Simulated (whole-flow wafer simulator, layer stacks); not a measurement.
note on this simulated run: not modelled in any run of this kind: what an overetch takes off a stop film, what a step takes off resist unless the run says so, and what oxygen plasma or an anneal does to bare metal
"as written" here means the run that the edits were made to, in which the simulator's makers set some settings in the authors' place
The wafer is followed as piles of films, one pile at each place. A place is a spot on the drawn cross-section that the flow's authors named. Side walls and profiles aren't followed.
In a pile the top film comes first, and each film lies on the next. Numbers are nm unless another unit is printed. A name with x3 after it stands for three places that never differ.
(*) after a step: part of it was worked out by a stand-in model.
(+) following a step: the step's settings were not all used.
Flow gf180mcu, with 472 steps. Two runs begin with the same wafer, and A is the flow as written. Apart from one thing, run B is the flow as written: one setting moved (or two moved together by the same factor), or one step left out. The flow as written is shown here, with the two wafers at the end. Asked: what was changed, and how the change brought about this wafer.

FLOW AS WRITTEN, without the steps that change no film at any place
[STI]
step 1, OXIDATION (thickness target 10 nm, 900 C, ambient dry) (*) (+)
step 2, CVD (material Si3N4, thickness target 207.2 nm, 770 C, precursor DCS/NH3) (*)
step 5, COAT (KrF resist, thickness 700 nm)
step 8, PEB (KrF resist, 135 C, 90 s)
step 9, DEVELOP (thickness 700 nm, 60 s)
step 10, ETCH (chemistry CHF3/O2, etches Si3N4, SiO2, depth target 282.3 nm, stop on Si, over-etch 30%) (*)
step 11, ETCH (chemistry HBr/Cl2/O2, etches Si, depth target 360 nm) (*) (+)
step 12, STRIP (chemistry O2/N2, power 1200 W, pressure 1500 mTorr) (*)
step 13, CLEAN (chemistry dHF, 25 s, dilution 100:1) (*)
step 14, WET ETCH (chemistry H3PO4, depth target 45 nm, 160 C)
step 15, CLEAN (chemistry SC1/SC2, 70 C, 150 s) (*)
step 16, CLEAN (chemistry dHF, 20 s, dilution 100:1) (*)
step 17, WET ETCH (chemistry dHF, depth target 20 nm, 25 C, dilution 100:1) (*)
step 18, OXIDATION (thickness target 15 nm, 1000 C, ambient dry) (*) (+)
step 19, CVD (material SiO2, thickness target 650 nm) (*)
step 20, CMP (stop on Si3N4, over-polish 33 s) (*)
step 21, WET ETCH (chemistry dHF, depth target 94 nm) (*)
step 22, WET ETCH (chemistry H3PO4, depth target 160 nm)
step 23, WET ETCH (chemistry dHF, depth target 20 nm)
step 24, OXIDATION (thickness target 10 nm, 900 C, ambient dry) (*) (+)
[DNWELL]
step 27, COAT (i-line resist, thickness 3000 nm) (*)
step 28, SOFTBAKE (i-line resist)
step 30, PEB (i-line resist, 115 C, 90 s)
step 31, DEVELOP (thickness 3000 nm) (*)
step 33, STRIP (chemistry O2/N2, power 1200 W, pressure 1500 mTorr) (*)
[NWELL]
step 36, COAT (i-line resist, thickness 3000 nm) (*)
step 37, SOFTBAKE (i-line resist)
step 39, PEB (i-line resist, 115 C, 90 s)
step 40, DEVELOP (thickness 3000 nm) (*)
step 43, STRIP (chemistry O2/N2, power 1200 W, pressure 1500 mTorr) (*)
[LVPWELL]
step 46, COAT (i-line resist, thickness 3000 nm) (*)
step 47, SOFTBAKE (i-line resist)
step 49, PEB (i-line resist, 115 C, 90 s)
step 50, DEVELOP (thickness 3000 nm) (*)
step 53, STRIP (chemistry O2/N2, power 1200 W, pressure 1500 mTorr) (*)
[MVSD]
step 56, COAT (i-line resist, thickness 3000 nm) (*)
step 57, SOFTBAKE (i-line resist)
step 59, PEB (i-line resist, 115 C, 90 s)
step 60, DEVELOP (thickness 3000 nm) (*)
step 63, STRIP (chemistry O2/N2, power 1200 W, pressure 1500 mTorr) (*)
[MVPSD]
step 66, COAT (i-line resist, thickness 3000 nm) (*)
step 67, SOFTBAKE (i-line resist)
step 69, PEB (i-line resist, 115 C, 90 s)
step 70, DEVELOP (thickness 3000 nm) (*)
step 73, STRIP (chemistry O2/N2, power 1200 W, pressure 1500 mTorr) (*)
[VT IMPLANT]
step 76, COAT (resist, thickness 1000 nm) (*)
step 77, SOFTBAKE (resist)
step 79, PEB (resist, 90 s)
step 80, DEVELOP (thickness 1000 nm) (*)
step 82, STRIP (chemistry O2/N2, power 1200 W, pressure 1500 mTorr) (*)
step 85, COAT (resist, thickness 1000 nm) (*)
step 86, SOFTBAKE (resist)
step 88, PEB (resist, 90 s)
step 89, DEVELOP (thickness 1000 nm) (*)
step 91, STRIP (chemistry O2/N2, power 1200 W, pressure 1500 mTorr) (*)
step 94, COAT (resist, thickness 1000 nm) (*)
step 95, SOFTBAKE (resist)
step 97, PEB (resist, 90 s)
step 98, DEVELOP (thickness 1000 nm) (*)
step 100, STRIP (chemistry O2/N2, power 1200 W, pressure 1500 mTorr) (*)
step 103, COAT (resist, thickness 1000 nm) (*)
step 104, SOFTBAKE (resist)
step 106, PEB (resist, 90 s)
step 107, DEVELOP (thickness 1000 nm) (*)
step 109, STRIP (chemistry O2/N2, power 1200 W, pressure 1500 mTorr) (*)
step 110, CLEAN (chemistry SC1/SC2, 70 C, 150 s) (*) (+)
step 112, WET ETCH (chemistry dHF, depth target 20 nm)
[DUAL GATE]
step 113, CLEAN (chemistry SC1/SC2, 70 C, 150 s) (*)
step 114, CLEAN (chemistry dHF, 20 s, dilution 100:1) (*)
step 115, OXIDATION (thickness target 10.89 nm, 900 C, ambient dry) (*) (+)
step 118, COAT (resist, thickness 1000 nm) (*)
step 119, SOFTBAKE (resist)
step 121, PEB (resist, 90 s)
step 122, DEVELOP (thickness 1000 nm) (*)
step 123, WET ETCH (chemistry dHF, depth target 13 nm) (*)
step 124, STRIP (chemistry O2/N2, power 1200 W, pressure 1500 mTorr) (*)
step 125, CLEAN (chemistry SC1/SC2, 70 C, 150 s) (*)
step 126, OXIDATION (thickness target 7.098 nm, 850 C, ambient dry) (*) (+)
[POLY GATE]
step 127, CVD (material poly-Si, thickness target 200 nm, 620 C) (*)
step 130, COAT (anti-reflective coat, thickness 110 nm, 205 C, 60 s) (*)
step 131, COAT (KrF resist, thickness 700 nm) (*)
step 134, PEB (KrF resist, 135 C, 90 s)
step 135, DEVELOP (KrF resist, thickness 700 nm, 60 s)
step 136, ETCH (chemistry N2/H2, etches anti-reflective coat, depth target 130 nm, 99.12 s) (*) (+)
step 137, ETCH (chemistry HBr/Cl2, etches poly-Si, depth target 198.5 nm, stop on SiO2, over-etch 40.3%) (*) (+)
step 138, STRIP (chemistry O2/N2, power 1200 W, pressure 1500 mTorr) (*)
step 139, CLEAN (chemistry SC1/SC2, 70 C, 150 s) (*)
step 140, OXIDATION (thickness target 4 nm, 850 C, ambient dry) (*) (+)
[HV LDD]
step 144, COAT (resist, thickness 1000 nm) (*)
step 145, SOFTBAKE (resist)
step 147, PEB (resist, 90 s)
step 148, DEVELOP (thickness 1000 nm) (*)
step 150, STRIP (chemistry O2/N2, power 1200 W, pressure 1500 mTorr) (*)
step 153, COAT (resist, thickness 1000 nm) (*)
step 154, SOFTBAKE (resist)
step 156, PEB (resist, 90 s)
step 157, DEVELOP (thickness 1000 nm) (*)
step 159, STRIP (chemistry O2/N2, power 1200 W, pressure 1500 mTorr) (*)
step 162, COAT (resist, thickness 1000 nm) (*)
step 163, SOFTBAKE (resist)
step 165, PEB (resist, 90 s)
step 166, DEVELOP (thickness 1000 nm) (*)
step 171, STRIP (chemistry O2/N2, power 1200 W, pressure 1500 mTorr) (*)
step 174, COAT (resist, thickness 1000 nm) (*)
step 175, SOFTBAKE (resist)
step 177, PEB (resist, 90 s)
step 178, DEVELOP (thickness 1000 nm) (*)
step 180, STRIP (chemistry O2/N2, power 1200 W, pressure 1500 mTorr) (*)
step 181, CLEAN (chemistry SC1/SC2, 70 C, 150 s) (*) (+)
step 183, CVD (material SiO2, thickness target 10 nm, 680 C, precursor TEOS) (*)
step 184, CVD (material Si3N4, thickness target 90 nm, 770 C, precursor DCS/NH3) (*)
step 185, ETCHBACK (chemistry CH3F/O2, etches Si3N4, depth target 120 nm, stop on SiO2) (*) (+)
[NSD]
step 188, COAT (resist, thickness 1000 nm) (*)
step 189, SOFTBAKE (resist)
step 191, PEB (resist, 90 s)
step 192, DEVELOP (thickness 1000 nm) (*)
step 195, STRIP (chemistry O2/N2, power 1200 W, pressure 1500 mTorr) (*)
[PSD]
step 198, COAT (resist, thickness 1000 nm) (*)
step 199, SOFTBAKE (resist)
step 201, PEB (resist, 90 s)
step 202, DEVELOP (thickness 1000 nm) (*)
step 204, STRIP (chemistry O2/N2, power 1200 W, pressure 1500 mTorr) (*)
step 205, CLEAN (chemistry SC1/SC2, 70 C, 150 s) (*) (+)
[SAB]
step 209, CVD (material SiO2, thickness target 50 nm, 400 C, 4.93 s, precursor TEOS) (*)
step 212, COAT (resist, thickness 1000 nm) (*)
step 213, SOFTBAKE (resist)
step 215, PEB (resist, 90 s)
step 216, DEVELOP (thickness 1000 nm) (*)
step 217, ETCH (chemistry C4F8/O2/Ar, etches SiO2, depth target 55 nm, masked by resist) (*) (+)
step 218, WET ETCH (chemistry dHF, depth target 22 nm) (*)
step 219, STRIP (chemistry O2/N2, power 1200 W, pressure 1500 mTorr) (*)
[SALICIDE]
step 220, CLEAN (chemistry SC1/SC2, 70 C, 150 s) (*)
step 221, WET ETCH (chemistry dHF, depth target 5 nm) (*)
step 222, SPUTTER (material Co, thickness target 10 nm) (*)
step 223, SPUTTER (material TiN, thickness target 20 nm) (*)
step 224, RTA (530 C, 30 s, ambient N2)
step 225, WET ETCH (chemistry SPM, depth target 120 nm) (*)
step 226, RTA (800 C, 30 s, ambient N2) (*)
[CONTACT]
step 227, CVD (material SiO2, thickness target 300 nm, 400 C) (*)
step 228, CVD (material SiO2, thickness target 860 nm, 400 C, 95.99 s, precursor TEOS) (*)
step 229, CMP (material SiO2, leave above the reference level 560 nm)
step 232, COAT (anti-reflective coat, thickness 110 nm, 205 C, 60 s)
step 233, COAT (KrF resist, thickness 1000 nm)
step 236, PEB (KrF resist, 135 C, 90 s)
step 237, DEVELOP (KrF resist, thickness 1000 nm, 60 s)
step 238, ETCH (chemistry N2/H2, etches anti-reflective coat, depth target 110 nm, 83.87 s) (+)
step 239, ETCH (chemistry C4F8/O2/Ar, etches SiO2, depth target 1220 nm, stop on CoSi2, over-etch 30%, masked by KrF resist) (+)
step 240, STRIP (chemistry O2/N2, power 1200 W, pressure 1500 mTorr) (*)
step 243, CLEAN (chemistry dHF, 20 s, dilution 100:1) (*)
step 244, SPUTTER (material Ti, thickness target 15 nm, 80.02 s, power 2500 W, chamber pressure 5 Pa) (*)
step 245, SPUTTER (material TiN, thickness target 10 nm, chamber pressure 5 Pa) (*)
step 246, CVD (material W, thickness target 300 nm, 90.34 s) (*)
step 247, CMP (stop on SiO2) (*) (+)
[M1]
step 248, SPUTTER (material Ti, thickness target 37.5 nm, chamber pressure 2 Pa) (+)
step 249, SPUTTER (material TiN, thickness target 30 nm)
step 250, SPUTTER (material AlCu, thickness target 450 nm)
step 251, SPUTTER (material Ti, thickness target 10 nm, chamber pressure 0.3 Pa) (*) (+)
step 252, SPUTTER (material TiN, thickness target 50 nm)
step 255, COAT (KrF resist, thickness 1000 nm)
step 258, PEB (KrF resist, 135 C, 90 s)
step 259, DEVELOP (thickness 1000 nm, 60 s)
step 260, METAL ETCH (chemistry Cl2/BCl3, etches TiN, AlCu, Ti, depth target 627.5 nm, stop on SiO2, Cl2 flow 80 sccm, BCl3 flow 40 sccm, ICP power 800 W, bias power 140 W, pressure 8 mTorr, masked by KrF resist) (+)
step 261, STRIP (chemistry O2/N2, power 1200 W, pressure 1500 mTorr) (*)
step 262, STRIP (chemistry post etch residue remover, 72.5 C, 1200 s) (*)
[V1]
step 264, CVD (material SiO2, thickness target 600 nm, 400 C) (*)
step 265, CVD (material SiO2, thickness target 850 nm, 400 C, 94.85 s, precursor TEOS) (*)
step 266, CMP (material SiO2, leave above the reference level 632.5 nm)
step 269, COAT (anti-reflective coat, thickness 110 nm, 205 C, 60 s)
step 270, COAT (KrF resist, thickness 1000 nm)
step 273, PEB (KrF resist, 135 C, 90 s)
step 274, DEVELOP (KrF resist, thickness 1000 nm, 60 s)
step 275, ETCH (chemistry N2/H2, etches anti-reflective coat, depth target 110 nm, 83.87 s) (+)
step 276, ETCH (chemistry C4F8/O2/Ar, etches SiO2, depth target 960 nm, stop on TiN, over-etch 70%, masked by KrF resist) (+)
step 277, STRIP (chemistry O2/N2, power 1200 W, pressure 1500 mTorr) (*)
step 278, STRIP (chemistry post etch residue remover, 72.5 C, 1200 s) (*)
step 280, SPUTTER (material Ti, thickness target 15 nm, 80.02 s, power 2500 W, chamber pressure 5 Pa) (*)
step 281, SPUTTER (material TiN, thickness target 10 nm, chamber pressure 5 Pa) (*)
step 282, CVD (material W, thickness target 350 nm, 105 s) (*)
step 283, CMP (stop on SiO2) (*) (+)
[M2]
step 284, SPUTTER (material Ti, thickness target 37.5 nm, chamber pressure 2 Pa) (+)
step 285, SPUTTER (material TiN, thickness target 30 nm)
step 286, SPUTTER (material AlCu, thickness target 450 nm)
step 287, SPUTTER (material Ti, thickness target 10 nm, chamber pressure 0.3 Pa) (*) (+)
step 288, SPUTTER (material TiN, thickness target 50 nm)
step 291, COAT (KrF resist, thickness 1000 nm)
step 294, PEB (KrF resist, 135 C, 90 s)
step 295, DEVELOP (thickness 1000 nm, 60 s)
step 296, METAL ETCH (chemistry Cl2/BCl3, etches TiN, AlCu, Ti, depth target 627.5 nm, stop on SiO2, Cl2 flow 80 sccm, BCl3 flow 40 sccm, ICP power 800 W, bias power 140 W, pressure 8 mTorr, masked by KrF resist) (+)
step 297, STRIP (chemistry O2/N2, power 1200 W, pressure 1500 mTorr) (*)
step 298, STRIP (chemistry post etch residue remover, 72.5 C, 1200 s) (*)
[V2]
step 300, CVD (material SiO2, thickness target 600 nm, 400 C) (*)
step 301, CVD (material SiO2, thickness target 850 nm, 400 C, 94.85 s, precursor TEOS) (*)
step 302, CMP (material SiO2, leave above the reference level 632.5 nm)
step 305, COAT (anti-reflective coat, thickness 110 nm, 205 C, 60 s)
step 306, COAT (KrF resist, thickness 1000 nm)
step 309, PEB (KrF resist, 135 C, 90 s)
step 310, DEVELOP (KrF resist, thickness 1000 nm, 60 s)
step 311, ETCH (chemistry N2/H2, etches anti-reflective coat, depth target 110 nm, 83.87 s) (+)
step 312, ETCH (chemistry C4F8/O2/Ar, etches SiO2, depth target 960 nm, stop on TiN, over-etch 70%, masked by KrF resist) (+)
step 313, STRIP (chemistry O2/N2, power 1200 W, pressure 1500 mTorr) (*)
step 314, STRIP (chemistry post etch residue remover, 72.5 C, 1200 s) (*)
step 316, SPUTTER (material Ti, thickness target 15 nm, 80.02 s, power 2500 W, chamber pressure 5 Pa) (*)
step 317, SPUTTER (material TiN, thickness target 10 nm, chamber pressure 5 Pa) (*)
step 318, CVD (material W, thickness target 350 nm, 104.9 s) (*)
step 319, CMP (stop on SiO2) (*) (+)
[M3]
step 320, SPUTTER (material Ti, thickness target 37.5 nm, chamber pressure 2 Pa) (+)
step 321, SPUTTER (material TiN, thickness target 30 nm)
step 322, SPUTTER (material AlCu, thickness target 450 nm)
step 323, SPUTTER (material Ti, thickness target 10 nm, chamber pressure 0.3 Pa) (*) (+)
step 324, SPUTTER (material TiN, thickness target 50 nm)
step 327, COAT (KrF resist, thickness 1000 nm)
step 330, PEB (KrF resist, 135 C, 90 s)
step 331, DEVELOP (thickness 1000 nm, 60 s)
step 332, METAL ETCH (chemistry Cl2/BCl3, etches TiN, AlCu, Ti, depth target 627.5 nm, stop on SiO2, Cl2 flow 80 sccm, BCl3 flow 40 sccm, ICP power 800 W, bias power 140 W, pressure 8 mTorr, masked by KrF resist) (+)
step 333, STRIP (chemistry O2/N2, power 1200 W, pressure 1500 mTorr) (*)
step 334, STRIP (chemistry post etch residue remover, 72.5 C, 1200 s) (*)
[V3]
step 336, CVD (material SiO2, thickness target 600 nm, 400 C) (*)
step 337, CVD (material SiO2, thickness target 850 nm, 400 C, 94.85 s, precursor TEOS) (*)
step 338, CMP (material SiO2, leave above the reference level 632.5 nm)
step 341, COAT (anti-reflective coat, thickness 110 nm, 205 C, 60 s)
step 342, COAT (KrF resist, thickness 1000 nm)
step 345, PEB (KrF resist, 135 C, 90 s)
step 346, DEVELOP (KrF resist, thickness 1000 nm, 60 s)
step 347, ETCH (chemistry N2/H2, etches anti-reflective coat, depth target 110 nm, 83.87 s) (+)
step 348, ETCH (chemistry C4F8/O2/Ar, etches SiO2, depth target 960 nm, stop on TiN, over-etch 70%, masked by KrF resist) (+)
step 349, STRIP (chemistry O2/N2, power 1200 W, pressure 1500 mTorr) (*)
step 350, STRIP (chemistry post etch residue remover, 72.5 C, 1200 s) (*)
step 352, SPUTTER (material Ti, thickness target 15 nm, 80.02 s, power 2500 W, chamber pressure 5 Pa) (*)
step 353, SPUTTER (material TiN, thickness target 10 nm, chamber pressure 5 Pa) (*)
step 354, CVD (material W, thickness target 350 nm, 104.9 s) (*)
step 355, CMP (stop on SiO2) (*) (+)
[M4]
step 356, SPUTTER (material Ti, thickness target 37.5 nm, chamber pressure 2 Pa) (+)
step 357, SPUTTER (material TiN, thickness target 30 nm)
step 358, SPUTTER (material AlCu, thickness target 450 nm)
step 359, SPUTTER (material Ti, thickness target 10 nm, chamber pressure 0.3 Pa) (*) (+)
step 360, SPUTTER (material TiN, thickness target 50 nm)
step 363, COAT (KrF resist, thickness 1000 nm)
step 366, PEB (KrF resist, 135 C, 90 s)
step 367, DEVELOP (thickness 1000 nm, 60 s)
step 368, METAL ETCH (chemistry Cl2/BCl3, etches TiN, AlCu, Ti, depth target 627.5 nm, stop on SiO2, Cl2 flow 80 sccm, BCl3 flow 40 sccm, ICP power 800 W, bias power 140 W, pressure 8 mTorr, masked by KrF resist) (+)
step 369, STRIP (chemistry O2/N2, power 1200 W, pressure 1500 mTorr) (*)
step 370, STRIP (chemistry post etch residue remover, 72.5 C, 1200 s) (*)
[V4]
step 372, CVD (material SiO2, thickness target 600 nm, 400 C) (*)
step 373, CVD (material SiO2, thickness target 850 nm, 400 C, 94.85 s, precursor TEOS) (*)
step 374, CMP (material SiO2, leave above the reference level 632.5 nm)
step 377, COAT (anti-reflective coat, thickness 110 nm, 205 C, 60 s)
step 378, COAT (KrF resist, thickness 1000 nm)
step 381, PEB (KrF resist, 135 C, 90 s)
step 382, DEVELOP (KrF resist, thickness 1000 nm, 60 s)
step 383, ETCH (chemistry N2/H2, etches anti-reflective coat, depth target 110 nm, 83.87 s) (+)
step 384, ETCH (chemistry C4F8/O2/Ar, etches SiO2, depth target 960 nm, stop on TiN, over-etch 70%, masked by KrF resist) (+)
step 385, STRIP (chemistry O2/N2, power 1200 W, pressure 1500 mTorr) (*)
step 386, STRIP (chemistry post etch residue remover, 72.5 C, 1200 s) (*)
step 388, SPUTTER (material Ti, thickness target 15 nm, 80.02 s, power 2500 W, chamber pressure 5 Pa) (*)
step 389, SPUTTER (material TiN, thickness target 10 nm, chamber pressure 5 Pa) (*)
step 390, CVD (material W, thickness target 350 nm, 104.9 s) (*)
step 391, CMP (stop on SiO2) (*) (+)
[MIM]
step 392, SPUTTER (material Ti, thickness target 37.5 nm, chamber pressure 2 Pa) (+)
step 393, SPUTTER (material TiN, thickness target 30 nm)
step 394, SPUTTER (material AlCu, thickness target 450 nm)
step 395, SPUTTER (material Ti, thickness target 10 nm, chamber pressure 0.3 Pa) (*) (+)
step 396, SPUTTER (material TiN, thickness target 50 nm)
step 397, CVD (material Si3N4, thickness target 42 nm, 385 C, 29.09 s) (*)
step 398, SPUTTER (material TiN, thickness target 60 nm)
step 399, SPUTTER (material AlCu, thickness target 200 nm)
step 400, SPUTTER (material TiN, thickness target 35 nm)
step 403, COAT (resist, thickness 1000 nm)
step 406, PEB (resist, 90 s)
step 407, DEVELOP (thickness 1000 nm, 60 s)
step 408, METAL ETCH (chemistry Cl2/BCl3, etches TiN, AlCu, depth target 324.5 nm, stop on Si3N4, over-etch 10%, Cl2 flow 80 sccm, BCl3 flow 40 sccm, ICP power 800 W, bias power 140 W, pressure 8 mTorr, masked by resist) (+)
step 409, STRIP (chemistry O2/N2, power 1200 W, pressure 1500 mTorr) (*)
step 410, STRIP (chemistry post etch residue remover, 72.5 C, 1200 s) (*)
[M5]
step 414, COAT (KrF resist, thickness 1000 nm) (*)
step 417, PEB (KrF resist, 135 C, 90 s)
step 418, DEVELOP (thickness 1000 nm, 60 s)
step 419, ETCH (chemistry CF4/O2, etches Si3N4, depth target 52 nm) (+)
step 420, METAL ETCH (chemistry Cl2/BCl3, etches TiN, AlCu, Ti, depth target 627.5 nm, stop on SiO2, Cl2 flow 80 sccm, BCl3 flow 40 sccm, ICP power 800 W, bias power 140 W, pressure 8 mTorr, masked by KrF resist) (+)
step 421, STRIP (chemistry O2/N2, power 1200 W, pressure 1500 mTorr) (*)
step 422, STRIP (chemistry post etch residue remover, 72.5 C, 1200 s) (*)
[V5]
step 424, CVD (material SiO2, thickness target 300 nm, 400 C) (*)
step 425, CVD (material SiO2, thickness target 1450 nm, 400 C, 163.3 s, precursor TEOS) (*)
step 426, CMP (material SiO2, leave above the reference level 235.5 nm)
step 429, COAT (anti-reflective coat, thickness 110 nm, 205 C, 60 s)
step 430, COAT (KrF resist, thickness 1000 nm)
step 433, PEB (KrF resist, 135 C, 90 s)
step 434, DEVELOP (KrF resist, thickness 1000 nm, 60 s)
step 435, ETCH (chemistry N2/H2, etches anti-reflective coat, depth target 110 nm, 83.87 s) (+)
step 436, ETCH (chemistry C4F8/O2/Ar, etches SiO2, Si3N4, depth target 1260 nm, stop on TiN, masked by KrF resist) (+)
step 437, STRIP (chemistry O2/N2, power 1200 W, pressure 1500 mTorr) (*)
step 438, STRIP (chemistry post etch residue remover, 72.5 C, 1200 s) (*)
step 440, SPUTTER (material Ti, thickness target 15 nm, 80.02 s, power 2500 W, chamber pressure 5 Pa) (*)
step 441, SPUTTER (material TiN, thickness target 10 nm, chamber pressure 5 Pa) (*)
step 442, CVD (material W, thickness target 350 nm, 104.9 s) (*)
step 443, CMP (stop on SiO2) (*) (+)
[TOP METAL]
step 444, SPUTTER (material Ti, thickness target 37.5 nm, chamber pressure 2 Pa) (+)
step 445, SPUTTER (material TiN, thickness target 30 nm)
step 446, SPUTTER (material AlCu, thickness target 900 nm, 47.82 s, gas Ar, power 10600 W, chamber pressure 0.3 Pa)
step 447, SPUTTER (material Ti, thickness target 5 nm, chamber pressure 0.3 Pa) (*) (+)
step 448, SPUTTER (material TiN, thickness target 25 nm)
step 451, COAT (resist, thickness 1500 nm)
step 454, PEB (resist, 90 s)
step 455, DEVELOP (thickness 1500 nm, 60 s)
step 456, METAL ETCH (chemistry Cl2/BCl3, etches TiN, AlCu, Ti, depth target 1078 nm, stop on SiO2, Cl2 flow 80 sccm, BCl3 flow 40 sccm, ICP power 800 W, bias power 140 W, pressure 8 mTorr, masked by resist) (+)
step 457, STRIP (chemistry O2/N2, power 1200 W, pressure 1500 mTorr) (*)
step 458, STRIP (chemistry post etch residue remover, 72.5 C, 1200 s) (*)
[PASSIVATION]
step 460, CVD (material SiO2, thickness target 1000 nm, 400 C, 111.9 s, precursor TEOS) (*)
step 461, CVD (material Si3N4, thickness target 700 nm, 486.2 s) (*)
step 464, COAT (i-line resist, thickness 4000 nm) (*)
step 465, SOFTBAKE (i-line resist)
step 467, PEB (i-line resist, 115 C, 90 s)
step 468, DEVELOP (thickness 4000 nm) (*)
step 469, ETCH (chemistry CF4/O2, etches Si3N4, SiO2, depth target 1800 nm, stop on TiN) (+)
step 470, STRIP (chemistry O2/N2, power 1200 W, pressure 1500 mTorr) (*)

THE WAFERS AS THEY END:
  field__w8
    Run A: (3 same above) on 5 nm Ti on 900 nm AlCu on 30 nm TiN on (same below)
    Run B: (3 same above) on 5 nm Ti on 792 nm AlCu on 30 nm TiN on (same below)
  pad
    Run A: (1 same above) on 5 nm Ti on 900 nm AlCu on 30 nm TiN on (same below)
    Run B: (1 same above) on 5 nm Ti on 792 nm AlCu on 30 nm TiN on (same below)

What caused this: step 446, SPUTTER: thickness target 792 nm was run, while the flow as written has thickness target 900 nm.
The wafer lets one read it off: field__w8 has AlCu 792, and step 446 as written asks for 900 nm.

How this came from the change, step by step:
  step 446, SPUTTER (material AlCu, thickness target 900 nm, 47.82 s, gas Ar, power 10600 W, chamber pressure 0.3 Pa)
      field, field__w1, field__w2 and 109 more: A +900 AlCu (new film) | B +792 AlCu (new film)
  step 456, METAL ETCH (chemistry Cl2/BCl3, etches TiN, AlCu, Ti, depth target 1078 nm, stop on SiO2, Cl2 flow 80 sccm, BCl3 flow 40 sccm, ICP power 800 W, bias power 140 W, pressure 8 mTorr, masked by resist) (+)
      field, field__w1, field__w2 and 103 more: A -25 TiN (all of it), -5 Ti (all of it), -900 AlCu (all of it), -30 TiN (all of it), -37.5 Ti (all of it) | B -25 TiN (all of it), -5 Ti (all of it), -792 AlCu (all of it), -30 TiN (all of it), -37.5 Ti (all of it)
  step 464, COAT (i-line resist, thickness 4000 nm) (*)
      field__w8: A +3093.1 i-line resist (new film) | B +3188.5 i-line resist (new film)
      contact: A +3153.6 i-line resist (new film) | B +3238.9 i-line resist (new film)
      (and at 4 other places as well)
  step 465, SOFTBAKE (i-line resist)
      field__w5, field__w9: A +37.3 i-line resist | B +31.8 i-line resist
      field: A -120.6 i-line resist | B -103.3 i-line resist
      (and at 66 other places as well)
  step 467, PEB (i-line resist, 115 C, 90 s)
      field__w8, m1__w1: A -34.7 i-line resist | B -36.4 i-line resist
      contact, m1: A -35.1 i-line resist | B -36.7 i-line resist
      (and at 2 other places as well)
  step 468, DEVELOP (thickness 4000 nm) (*)
      pad: A -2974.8 i-line resist (all of it) | B -3080.3 i-line resist (all of it)
  step 470, STRIP (chemistry O2/N2, power 1200 W, pressure 1500 mTorr) (*)
      field__w8, m1__w1: A -1787.7 i-line resist (all of it) | B -1891.8 i-line resist (all of it)
      contact: A -1811.2 i-line resist (all of it) | B -1911.5 i-line resist (all of it)
      (and at 2 other places as well)
